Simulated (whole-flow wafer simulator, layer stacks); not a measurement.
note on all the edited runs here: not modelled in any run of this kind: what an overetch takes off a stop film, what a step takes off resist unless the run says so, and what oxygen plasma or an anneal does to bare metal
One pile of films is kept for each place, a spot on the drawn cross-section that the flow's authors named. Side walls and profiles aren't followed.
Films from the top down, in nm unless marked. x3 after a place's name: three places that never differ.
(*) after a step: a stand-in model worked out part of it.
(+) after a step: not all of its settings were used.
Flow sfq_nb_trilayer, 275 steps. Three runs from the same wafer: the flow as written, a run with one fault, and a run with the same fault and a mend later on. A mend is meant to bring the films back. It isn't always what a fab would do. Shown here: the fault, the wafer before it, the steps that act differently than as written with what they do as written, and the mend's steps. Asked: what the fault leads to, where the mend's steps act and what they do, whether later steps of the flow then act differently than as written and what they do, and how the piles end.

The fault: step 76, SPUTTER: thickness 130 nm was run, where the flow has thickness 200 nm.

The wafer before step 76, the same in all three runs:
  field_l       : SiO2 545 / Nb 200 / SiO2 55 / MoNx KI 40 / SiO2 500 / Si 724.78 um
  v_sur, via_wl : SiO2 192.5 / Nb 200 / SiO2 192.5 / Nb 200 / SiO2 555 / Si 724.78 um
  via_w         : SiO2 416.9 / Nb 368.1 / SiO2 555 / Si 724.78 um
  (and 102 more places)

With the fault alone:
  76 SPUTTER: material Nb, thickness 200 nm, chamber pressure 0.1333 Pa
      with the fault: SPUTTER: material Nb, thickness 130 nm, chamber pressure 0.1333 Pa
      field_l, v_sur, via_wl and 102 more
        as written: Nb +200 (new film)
        with the fault: Nb +130 (new film)
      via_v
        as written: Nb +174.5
        with the fault: Nb +114.2
  Later steps of the flow that act differently than as written (4 more steps differ only slightly, by at most 2% or 0.5 nm, whichever is larger, and aren't shown):
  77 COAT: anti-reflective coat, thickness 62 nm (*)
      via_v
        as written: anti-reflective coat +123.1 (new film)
        with the fault: anti-reflective coat +120 (new film)
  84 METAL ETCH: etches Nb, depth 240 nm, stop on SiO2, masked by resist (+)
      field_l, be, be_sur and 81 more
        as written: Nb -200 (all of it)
        with the fault: Nb -130 (all of it)
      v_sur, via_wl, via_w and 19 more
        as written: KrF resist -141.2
        with the fault: KrF resist -114.7
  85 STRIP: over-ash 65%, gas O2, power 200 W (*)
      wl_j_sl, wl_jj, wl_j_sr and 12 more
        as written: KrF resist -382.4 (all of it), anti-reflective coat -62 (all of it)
        with the fault: KrF resist -408.9 (all of it), anti-reflective coat -62 (all of it)
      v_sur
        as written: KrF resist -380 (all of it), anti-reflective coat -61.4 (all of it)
        with the fault: KrF resist -406.6 (all of it), anti-reflective coat -61.4 (all of it)
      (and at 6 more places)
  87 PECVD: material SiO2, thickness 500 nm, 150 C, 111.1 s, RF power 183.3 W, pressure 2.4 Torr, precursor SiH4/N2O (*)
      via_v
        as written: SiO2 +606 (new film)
        with the fault: SiO2 +588.8 (new film)
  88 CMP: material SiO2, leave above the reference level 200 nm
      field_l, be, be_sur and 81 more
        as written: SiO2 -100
        with the fault: SiO2 -170
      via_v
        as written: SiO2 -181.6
        with the fault: SiO2 -174
  At the end the piles differ from the flow's by more than 2% or 0.5 nm, whichever is larger, at field_l, v_sur, via_wl and 103 more.
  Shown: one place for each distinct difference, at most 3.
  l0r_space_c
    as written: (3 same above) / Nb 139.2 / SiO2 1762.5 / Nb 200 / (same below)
    with the fault: (3 same above) / Nb 139.2 / SiO2 1692.5 / Nb 200 / (same below)
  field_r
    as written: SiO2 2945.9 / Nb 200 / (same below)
    with the fault: SiO2 2875.9 / Nb 200 / (same below)
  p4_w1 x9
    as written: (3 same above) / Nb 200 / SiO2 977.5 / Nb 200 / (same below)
    with the fault: (3 same above) / Nb 200 / SiO2 907.5 / Nb 200 / (same below)

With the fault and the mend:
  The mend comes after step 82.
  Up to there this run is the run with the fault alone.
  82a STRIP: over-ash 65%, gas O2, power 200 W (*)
      p4_fl x3, p4_w1 x9, p4_g1 x2 and 48 more
        anti-reflective coat -62 (all of it)
      wl_j_sl, wl_jj, wl_j_sr and 12 more
        KrF resist -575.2 (all of it), anti-reflective coat -62 (all of it)
      moat, field_r, lsp_l and 6 more
        anti-reflective coat -61.8 (all of it)
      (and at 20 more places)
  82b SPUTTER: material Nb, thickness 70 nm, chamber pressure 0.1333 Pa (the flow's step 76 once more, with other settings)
      field_l, v_sur, via_wl and 102 more
        Nb +70
      via_v
        Nb +56.2
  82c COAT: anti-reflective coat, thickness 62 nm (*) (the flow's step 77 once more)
      p4_fl x3, p4_w1 x9, p4_g1 x2 and 63 more
        anti-reflective coat +62 (new film)
      moat, field_r, lsp_l and 6 more
        anti-reflective coat +61.8 (new film)
      be_r, r_sur, res, r_end
        anti-reflective coat +61.7 (new film)
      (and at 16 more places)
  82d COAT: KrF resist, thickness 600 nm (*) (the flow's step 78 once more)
      p4_fl x3, p4_w1 x9, p4_g1 x2 and 63 more
        KrF resist +600 (new film)
      field_r, lsp_l, ln_m5, l0v
        KrF resist +599.5 (new film)
      lsp_m, ln_m6, lsp_r, l0_sur
        KrF resist +599.6 (new film)
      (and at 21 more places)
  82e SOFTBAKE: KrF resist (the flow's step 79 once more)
      changes no film at any place that is followed
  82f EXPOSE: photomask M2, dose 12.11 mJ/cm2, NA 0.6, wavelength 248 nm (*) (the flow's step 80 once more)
      changes no film at any place that is followed
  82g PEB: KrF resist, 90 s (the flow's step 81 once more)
      field_l, v_sur, via_wl and 97 more
        KrF resist -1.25
      via_w, via_wr, via_sp, wire, be
        KrF resist -1.24
      via_v
        KrF resist -1.6
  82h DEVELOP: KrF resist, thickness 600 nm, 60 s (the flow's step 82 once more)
      p4_fl x3, p4_w1 x9, p4_g1 x2 and 48 more
        KrF resist -598.7 (all of it)
      v_sur, via_wl, via_w and 19 more
        KrF resist -23.5
      lsp_l, ln_m5, lsp_m, ln_m6, lsp_r, l0_sur, l0v
        KrF resist -598.3 (all of it)
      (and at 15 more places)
  No later step of the flow acts differently than as written, at any place that is followed, by more than 2% or 0.5 nm, whichever is larger.
  At the end the piles differ from the flow's only slightly at the places that both follow, by at most 2% or 0.5 nm, whichever is larger.
